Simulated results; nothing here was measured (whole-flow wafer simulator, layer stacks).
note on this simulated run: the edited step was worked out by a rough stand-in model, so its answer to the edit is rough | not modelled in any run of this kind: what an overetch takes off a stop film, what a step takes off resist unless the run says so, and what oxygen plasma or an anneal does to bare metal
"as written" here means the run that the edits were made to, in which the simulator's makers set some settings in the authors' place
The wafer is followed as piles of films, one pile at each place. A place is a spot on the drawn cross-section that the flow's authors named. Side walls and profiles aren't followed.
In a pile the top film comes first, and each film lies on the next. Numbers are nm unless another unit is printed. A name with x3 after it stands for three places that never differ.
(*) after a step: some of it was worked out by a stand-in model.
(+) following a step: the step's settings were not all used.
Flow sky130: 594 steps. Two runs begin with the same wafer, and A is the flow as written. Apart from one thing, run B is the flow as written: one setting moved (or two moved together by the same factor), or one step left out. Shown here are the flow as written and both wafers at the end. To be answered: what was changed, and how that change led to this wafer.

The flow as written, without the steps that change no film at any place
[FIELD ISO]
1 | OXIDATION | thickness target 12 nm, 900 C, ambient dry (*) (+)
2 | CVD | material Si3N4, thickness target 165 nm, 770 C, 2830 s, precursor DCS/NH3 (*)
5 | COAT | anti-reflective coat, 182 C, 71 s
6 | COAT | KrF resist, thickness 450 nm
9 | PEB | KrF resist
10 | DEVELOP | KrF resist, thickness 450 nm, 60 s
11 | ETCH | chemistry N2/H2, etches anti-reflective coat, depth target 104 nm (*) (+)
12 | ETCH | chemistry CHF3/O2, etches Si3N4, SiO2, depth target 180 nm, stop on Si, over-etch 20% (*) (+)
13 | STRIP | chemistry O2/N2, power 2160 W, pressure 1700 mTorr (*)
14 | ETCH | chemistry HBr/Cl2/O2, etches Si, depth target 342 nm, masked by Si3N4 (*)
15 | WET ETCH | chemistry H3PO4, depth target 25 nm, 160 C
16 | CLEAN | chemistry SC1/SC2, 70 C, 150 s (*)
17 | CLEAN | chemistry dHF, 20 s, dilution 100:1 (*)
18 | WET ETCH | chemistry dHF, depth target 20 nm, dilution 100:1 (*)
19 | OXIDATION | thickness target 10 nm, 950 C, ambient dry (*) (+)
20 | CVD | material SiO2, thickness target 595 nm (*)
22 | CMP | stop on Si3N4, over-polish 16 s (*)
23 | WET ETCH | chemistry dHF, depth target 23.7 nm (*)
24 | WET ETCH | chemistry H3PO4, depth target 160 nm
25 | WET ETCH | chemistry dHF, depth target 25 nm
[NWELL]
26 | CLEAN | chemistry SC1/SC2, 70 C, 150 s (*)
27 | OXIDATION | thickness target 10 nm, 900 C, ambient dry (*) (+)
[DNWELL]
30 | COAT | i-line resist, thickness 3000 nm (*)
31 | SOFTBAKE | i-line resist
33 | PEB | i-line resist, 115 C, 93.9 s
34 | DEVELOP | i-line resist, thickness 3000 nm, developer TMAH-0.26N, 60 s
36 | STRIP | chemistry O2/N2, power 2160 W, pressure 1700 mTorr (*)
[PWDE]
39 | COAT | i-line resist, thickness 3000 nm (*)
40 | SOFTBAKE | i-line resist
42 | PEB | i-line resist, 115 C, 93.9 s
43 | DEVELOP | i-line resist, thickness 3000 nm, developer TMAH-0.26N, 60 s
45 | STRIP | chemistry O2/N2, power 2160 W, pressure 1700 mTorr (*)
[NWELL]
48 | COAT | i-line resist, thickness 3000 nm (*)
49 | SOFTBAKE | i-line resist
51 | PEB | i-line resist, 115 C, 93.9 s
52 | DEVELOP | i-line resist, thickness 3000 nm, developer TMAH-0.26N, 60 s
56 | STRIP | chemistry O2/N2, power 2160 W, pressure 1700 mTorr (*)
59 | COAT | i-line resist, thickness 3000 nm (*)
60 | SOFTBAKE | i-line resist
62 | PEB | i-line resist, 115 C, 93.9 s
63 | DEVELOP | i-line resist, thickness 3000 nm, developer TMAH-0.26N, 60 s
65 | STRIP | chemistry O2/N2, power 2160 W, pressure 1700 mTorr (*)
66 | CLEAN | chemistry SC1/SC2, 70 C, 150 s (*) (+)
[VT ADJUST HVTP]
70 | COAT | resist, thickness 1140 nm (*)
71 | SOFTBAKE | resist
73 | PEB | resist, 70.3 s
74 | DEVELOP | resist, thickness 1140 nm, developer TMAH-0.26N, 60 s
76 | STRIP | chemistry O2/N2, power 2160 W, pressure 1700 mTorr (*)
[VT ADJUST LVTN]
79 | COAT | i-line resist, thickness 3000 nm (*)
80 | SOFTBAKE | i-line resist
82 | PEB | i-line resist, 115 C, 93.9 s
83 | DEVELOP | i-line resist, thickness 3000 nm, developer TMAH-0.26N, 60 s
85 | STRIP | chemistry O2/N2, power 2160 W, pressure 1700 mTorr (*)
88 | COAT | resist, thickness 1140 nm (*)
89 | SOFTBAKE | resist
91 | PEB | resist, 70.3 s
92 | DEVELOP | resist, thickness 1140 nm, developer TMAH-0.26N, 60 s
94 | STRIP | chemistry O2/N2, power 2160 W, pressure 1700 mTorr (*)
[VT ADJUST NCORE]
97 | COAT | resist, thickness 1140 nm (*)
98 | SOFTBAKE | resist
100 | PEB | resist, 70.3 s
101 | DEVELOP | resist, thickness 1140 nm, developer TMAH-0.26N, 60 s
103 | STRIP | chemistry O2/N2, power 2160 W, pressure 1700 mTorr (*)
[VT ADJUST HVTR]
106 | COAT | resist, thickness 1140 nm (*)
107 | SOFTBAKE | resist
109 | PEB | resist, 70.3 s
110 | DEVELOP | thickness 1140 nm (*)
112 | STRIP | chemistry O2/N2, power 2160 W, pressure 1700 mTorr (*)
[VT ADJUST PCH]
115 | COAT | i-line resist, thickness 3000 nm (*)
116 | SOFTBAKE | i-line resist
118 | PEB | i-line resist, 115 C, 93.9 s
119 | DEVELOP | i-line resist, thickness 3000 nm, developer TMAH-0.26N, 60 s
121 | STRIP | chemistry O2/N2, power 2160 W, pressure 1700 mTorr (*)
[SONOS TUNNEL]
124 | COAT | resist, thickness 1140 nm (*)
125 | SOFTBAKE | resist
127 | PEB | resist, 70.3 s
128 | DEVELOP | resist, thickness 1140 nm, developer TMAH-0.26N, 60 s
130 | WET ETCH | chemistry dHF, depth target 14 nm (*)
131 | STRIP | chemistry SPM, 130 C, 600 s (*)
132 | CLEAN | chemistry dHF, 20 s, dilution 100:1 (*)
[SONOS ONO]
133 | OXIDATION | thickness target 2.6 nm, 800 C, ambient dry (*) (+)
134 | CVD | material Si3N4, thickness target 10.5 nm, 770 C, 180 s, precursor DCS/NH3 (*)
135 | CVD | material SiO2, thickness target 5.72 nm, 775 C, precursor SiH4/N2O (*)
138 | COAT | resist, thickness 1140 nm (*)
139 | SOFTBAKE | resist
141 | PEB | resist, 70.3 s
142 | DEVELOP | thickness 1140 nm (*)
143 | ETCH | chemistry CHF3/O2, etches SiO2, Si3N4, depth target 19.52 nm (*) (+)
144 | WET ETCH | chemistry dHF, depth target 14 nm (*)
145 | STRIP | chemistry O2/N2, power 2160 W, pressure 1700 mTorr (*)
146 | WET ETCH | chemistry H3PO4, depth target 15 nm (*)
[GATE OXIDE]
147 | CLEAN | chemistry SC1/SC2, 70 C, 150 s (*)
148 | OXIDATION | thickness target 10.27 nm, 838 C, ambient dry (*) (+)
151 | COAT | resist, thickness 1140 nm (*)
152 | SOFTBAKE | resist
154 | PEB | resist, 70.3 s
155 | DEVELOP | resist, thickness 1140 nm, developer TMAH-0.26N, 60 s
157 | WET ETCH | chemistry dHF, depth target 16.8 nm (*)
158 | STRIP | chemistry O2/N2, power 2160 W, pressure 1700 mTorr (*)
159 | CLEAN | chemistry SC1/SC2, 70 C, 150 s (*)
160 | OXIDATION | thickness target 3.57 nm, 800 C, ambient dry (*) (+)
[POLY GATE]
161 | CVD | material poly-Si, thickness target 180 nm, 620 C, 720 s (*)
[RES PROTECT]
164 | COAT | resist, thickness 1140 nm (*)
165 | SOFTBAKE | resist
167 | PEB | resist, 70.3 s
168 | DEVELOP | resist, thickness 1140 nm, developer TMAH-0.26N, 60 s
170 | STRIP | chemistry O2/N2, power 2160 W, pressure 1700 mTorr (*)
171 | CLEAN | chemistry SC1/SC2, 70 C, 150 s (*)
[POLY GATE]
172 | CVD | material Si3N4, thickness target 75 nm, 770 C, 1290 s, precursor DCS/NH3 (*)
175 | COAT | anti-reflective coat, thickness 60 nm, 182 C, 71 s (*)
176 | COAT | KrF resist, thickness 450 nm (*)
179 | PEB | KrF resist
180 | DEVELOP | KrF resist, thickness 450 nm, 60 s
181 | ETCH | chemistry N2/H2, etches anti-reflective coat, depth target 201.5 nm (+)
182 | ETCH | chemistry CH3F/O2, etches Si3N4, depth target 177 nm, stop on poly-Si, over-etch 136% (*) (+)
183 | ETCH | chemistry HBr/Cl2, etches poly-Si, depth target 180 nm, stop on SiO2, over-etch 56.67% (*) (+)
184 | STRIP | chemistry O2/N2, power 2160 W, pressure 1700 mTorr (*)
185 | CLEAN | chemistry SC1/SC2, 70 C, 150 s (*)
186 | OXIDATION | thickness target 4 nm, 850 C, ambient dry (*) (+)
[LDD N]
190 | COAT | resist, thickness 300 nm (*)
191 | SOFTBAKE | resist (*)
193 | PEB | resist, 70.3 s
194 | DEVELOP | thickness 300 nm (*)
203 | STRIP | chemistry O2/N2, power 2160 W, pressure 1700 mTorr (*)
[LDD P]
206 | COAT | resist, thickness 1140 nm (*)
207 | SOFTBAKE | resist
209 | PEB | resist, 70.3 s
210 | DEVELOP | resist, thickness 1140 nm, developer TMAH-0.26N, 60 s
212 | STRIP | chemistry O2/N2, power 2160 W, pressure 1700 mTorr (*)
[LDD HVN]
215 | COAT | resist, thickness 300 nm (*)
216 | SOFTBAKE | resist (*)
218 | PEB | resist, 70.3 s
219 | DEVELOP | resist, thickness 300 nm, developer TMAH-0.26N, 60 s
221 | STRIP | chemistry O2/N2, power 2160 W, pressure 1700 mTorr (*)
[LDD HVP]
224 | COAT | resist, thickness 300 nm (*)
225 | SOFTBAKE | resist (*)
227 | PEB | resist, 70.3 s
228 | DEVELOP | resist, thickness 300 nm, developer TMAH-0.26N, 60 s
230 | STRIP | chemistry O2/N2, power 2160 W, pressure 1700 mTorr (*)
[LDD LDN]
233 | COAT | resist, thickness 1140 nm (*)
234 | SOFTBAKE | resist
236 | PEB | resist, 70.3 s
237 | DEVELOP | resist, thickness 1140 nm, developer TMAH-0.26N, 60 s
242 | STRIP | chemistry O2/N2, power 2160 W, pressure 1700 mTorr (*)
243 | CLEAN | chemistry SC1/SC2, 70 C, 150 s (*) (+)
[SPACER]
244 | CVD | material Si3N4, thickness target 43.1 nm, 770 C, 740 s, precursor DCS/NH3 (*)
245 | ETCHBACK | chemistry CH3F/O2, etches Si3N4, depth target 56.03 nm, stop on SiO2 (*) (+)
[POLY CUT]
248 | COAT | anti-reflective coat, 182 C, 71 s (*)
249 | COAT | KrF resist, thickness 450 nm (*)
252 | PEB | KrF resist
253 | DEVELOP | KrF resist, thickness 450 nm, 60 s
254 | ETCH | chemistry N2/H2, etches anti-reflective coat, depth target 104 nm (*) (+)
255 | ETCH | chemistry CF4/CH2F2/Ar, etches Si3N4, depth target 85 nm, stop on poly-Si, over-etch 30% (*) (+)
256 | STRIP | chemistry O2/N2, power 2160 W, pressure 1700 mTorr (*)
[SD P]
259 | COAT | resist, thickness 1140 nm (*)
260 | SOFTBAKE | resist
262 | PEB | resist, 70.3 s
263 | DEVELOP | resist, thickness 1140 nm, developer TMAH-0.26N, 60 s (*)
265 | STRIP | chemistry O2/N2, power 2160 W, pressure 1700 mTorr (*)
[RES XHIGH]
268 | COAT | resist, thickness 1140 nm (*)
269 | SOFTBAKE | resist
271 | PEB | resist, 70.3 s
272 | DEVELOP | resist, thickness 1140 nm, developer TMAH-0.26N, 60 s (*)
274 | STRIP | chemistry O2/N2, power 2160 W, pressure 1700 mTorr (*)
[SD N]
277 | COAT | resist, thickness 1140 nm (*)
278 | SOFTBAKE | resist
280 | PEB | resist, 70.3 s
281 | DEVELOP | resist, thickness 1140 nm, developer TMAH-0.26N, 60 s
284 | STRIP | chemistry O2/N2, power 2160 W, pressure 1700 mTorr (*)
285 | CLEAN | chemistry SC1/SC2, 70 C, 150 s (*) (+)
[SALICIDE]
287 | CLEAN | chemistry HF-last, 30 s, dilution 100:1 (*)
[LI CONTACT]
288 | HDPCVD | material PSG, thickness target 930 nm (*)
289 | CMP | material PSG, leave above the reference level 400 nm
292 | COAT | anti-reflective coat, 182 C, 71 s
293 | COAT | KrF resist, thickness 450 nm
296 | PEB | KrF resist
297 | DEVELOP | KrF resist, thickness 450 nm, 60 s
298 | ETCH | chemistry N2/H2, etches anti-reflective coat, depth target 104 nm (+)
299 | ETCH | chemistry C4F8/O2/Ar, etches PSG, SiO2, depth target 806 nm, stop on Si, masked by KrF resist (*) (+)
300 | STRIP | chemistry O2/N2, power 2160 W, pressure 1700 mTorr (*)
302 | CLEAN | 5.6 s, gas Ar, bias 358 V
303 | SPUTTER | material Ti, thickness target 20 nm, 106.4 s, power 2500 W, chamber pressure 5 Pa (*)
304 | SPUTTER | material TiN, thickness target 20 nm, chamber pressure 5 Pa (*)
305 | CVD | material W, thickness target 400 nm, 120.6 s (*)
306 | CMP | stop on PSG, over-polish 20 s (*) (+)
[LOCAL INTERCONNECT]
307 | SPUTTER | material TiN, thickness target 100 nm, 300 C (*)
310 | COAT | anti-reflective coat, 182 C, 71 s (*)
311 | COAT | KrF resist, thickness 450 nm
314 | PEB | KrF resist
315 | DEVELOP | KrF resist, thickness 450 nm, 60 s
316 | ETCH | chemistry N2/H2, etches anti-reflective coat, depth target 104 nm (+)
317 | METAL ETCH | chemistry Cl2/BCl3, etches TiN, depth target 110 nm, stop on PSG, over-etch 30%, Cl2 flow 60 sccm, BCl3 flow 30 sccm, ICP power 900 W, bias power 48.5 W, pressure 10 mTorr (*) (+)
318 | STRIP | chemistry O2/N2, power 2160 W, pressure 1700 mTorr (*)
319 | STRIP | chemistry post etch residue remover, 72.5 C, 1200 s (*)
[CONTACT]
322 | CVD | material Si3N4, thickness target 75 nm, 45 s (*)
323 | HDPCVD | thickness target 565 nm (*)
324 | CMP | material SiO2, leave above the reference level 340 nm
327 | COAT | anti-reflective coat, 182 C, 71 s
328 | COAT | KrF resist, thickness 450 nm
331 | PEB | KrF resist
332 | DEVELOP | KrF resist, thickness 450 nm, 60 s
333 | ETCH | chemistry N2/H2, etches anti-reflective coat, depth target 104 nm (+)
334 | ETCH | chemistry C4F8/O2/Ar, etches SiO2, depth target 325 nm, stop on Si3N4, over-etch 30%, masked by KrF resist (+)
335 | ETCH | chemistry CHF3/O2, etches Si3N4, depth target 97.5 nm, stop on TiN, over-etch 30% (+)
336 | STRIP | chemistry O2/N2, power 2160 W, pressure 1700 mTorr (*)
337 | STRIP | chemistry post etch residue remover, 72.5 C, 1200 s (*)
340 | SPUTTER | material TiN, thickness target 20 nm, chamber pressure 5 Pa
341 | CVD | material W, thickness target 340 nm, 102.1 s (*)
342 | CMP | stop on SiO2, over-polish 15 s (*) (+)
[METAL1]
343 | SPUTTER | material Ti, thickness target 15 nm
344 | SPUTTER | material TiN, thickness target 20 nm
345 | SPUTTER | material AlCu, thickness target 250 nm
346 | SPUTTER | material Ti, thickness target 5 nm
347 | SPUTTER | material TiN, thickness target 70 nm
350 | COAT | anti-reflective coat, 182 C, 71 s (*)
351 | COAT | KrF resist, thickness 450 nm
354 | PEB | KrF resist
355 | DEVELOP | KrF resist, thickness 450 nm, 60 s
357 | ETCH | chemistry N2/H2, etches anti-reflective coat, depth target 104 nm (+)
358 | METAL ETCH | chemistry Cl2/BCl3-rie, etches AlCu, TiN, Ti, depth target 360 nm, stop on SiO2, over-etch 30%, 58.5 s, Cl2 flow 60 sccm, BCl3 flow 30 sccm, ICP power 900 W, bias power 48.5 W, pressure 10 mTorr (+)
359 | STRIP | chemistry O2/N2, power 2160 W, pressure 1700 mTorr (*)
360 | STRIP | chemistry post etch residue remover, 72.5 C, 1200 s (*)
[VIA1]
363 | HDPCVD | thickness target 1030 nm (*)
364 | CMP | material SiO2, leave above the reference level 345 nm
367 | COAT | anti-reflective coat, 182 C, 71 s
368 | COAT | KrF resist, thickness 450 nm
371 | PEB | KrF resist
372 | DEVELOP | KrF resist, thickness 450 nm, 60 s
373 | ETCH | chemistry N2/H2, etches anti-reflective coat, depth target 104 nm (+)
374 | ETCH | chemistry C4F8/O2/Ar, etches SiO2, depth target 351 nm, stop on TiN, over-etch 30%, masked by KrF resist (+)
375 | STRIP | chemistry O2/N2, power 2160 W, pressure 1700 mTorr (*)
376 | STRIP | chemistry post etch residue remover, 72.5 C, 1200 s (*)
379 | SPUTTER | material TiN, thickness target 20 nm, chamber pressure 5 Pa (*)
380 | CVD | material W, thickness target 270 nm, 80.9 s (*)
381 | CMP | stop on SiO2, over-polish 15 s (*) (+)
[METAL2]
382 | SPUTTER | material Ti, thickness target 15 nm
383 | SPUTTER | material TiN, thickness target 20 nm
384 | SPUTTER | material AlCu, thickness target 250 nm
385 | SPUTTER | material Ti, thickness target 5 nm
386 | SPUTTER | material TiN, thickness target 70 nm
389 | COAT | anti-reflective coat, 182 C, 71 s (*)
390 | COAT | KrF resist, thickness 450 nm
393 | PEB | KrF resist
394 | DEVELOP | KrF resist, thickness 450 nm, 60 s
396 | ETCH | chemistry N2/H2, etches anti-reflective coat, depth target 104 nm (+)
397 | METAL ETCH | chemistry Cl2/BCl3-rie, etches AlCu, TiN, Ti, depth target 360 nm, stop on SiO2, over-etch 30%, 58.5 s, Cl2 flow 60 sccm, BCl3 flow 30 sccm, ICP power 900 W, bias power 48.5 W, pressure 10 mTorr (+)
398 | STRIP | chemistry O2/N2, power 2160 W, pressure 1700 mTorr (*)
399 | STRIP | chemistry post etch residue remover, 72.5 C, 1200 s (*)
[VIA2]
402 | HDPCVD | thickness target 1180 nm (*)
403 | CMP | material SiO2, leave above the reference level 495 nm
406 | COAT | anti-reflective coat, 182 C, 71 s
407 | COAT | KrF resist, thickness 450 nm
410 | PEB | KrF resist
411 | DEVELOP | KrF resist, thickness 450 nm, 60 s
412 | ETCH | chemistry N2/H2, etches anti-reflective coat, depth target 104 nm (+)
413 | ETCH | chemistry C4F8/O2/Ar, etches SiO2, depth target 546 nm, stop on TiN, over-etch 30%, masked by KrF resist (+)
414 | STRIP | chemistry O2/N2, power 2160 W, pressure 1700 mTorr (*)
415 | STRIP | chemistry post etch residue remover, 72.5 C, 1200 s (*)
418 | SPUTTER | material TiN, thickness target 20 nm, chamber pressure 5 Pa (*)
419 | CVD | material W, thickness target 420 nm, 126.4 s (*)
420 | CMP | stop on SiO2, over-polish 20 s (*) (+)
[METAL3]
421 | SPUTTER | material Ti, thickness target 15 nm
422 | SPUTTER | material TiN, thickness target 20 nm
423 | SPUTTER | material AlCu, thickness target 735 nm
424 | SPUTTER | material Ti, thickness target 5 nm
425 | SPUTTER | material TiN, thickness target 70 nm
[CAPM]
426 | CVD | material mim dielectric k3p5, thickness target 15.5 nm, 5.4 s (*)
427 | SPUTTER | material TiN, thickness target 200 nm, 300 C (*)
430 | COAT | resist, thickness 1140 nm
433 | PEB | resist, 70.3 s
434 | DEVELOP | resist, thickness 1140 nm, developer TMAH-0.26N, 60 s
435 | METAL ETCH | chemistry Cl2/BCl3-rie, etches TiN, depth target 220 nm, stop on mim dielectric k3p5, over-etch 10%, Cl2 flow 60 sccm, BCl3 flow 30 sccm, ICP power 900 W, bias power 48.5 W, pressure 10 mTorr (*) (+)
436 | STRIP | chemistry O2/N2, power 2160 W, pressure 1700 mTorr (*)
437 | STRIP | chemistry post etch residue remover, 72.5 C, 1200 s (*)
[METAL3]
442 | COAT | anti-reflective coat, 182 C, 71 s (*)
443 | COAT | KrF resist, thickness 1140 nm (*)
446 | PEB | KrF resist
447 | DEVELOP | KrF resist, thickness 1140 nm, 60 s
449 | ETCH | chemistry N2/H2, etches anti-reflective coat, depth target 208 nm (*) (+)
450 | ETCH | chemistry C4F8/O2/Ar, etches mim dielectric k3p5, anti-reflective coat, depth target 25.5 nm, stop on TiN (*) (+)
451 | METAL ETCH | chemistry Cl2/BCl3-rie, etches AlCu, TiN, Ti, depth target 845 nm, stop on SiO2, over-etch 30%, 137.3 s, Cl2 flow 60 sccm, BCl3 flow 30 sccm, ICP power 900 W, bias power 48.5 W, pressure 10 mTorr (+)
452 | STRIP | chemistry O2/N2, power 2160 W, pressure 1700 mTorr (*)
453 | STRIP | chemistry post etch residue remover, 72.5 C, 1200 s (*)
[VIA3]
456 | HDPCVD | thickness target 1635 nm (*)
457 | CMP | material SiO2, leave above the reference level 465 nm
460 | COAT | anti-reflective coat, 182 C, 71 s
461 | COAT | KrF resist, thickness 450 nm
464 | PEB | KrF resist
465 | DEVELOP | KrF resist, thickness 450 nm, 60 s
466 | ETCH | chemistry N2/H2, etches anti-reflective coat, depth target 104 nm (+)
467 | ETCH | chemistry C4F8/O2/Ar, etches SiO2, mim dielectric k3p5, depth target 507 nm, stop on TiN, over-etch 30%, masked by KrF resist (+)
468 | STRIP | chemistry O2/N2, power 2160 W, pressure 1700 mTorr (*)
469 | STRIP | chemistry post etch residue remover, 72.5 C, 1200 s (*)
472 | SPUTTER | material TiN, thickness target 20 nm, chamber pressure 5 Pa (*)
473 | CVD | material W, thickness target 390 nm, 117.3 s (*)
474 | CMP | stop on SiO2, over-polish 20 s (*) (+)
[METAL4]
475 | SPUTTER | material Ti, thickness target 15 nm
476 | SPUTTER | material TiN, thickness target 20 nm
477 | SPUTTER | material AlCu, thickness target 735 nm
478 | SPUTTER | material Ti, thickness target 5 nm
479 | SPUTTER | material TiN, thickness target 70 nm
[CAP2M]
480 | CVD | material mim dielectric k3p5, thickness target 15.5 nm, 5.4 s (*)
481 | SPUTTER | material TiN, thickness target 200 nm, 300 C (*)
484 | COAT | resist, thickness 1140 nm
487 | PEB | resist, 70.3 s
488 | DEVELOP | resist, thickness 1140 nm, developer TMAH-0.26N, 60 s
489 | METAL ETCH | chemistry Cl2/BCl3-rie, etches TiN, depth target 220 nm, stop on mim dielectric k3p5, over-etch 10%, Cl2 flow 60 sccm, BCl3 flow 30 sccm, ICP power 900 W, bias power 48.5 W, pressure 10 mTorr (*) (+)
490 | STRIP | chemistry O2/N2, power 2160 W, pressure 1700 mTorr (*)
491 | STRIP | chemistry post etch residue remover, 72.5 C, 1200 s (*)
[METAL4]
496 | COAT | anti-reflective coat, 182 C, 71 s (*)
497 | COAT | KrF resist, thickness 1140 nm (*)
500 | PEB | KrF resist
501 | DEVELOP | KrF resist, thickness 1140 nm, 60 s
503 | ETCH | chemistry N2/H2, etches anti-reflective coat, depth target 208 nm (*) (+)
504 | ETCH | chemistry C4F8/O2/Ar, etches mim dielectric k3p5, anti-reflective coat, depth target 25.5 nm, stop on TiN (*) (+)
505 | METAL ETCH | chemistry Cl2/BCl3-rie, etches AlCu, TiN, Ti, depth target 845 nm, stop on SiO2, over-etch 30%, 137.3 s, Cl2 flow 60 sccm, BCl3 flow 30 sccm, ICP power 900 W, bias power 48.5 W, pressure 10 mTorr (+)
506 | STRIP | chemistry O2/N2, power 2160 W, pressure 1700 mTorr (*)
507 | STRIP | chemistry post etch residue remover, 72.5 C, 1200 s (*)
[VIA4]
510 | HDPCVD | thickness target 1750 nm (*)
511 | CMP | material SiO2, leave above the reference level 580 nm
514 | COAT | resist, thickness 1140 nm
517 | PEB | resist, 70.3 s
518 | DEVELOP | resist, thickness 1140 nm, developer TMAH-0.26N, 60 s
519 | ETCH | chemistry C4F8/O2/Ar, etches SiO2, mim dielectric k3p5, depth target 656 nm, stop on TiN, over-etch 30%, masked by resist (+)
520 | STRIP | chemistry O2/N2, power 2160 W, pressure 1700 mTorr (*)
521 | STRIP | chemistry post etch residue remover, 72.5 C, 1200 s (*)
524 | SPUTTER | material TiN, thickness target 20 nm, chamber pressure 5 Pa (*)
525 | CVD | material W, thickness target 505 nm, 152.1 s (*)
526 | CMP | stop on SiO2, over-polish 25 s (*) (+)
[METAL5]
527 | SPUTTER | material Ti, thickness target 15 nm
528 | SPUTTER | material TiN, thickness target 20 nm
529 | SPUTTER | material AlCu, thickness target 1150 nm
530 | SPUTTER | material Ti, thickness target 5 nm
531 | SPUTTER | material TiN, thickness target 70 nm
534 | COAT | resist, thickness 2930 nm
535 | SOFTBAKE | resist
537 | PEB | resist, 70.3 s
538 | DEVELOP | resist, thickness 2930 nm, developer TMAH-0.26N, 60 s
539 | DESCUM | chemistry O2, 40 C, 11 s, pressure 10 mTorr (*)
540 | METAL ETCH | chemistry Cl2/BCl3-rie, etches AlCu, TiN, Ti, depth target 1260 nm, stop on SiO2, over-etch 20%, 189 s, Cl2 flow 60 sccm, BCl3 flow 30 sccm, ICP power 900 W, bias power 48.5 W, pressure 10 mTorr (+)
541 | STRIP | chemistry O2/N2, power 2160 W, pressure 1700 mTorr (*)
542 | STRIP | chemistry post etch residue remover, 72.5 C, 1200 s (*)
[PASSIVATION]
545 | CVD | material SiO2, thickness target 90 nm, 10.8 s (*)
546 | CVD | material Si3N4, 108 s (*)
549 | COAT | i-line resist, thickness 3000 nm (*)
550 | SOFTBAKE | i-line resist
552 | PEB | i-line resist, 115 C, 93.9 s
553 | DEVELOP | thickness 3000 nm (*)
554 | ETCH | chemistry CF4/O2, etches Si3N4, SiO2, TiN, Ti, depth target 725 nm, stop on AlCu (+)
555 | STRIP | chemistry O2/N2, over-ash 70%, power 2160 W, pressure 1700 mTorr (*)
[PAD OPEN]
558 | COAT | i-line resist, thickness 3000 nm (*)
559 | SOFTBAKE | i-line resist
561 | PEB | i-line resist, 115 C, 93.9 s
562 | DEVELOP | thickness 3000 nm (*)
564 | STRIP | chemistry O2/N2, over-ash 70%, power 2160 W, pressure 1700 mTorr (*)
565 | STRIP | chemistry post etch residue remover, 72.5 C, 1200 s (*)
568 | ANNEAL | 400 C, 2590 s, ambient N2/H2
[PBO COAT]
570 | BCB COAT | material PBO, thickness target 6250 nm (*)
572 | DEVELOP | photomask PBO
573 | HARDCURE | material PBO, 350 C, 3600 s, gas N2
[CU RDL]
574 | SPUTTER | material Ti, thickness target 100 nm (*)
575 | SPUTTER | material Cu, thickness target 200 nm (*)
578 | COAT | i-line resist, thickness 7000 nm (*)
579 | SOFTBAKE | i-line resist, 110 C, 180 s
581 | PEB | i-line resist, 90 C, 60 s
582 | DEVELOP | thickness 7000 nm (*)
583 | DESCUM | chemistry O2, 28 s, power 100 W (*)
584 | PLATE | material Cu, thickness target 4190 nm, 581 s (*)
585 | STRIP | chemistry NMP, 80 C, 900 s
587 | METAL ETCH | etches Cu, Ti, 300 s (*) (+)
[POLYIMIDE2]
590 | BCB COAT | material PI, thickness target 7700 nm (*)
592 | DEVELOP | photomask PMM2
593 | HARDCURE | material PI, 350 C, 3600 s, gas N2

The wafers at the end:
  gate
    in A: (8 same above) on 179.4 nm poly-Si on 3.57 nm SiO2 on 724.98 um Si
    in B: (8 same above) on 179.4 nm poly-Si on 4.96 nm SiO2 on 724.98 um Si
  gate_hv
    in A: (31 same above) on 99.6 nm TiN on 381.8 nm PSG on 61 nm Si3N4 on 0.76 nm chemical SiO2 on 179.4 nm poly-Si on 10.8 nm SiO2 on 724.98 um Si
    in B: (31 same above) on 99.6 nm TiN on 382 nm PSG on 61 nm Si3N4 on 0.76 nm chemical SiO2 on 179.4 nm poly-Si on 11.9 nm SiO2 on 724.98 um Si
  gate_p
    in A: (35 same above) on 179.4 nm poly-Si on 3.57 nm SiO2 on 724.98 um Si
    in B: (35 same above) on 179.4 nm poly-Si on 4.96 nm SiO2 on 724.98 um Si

What caused this: step 160, OXIDATION: thickness target 4.96 nm was run, whereas the flow has thickness target 3.57 nm.
The wafer lets one read it off: gate has SiO2 4.96, and step 160 as written asks for 3.57 nm.

How this came from the change, step by step:
  160 | OXIDATION | thickness target 3.57 nm, 800 C, ambient dry (*) (+)
      active, n_well, p_well and 58 more: A SiO2 gains 3.57 (new film), chemical SiO2 loses 0.76 (all of it), Si loses 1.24 | B SiO2 gains 4.96 (new film), chemical SiO2 loses 0.76 (all of it), Si loses 1.85
      gate_hv, m1, pad and 37 more: A SiO2 gains 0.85, Si loses 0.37 | B SiO2 gains 1.97, Si loses 0.87
  299 | ETCH | chemistry C4F8/O2/Ar, etches PSG, SiO2, depth target 806 nm, stop on Si, masked by KrF resist (*) (+)
      contact, ndiff_licon, ndiff_licon_cpp: A PSG loses 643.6 (all of it), SiO2 loses 1.16 (all of it) | B PSG loses 643.7 (all of it), SiO2 loses 2.31 (all of it)
  306 | CMP | stop on PSG, over-polish 20 s (*) (+)
      poly_licon: A W loses 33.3 | B W loses 32.6
